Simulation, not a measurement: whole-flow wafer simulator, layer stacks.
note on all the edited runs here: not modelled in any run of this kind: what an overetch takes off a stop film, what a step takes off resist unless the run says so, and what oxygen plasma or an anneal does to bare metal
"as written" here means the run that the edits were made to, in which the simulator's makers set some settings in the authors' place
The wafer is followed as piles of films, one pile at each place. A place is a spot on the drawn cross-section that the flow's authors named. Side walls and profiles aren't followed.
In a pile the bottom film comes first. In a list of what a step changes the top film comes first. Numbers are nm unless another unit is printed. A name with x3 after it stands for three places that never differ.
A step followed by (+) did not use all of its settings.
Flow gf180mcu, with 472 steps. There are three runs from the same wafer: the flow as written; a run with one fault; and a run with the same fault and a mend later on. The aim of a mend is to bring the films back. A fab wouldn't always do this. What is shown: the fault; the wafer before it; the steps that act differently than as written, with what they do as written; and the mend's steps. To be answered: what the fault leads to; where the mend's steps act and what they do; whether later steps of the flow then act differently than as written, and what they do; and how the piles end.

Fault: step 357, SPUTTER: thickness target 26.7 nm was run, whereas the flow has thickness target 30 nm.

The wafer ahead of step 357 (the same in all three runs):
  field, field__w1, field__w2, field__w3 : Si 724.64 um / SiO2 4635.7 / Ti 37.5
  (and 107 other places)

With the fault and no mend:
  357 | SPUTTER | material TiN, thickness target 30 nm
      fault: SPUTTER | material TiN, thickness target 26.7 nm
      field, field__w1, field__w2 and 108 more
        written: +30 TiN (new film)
        fault: +26.7 TiN (new film)
  Steps later in the flow that act otherwise than as written (1 more step, not shown, differs only slightly: by at most 2% or 0.5 nm, whichever is larger):
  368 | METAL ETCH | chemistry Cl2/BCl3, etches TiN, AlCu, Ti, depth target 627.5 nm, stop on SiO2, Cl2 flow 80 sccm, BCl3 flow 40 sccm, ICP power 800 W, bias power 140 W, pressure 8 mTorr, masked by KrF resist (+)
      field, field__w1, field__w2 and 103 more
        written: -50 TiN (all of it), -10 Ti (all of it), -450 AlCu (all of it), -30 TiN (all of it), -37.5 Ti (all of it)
        fault: -50 TiN (all of it), -10 Ti (all of it), -450 AlCu (all of it), -26.7 TiN (all of it), -37.5 Ti (all of it)
  The piles end different from the flow's at field__w8, contact, m1, m1__w1, m1_nw by more than 2% or 0.5 nm, whichever is larger.
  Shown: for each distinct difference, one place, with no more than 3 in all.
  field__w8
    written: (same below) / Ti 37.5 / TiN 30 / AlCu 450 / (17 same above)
    fault: (same below) / Ti 37.5 / TiN 26.7 / AlCu 450 / (17 same above)
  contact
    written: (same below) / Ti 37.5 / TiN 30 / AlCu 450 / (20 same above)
    fault: (same below) / Ti 37.5 / TiN 26.7 / AlCu 450 / (20 same above)

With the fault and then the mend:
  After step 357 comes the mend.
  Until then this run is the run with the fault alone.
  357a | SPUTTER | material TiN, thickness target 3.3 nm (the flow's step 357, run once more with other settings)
      field, field__w1, field__w2 and 108 more
        +3.3 TiN
  Every later step of the flow that is run acts as written at every place that is followed.
  The piles end the same as the flow's at every place that both follow.
